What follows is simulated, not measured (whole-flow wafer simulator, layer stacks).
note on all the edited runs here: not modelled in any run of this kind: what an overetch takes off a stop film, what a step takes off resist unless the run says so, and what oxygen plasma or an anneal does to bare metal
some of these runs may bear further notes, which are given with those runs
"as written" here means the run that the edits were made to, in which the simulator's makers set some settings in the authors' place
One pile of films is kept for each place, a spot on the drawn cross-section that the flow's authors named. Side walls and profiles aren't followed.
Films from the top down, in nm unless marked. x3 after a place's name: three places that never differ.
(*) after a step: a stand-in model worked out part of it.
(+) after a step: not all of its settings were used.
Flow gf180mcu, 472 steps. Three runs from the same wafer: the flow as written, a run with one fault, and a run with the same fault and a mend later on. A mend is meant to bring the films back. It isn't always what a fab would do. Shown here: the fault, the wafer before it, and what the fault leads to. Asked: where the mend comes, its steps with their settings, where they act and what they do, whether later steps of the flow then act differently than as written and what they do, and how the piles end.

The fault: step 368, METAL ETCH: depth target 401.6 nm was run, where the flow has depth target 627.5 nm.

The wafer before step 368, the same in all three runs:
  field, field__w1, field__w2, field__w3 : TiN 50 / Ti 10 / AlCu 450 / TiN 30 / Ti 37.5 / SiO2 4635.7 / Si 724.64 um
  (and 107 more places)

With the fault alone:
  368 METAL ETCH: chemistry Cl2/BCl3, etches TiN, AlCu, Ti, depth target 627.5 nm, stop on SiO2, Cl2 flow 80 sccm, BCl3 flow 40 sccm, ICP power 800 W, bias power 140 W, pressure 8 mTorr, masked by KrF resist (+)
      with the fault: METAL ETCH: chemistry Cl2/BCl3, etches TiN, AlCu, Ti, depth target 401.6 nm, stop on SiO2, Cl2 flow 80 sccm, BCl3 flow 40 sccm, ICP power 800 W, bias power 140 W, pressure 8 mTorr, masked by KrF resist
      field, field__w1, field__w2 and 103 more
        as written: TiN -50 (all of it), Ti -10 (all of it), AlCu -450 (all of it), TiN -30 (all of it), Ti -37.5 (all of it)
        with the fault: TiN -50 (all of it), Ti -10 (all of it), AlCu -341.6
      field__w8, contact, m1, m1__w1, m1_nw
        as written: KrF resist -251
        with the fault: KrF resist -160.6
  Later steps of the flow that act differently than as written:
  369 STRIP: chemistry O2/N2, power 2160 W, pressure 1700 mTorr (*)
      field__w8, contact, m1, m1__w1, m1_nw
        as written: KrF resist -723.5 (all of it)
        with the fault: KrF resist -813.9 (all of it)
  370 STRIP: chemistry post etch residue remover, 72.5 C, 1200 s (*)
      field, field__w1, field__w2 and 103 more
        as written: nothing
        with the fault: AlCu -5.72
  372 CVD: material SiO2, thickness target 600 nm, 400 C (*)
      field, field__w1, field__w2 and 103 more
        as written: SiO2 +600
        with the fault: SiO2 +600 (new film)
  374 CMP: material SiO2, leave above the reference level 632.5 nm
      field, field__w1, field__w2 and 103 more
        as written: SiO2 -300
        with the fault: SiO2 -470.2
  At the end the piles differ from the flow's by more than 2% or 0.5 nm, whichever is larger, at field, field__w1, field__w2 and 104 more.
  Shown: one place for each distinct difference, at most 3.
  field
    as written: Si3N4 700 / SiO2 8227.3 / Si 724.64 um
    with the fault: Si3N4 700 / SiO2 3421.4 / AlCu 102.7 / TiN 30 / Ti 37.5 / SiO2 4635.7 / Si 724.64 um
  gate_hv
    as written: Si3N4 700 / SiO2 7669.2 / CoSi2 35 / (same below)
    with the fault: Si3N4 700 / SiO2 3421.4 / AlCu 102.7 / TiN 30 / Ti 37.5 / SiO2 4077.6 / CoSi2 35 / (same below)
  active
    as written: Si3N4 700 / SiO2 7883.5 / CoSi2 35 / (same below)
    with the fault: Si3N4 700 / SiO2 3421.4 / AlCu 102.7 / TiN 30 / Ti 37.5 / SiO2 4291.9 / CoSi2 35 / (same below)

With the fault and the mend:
  The mend comes after step 370.
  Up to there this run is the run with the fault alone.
  370a DEHYDRATE: 200 C, 60 s (the flow's step 361 once more)
      changes no film at any place that is followed
  370b HMDS: 120 C, 60 s (the flow's step 362 once more)
      changes no film at any place that is followed
  370c COAT: KrF resist, thickness 1000 nm (*) (the flow's step 363 once more)
      iso_ptap_pw, iso_ntap_nw, iso_nw_fld and 33 more
        KrF resist +1000 (new film)
      field__w3, field__w9, field__w12 and 12 more
        KrF resist +1002.7 (new film)
      field__w5, field_sub__w5, ld_gate_p and 6 more
        KrF resist +1002.6 (new film)
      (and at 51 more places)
  370d SOFTBAKE: KrF resist (the flow's step 364 once more)
      changes no film at any place that is followed
  370e EXPOSE: photomask Metal4 (the flow's step 365 once more)
      changes no film at any place that is followed
  370f PEB: KrF resist, 135 C, 90 s (the flow's step 366 once more)
      field__w1, field__w2, field__w3 and 57 more
        KrF resist -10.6
      iso_ptap_pw, iso_ntap_nw, iso_nw_fld and 33 more
        KrF resist -10.5
      gate_hv, sd_p, nw_sep_fld, polyc_n
        KrF resist -10.7
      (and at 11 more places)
  370g DEVELOP: thickness 1000 nm, 60 s (the flow's step 367 once more)
      iso_ptap_pw, iso_ntap_nw, iso_nw_fld and 33 more
        KrF resist -989.5 (all of it)
      field__w5, field__w9, field_sub and 13 more
        KrF resist -992.1 (all of it)
      field_sub__w2, field_sub__w4, ld_drn_n and 9 more
        KrF resist -992 (all of it)
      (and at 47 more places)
  370h METAL ETCH: chemistry Cl2/BCl3, etches TiN, AlCu, Ti, depth target 225.9 nm, stop on SiO2, Cl2 flow 80 sccm, BCl3 flow 40 sccm, ICP power 800 W, bias power 140 W, pressure 8 mTorr, masked by KrF resist (+) (the flow's step 368 once more, with other settings)
      field, field__w1, field__w2 and 103 more
        AlCu -102.7 (all of it), TiN -30 (all of it), Ti -37.5 (all of it)
      field__w8, contact, m1, m1__w1, m1_nw
        KrF resist -90.4
  370i STRIP: chemistry O2/N2, power 2160 W, pressure 1700 mTorr (*) (the flow's step 369 once more)
      field__w8
        KrF resist -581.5 (all of it)
      contact
        KrF resist -579.5 (all of it)
      m1
        KrF resist -581.9 (all of it)
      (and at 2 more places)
  370j STRIP: chemistry post etch residue remover, 72.5 C, 1200 s (*) (the flow's step 370 once more)
      field__w8, contact, m1, m1__w1, m1_nw
        TiN -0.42
  No later step of the flow acts differently than as written, at any place that is followed, by more than 2% or 0.5 nm, whichever is larger.
  At the end the piles differ from the flow's only slightly at the places that both follow, by at most 2% or 0.5 nm, whichever is larger.
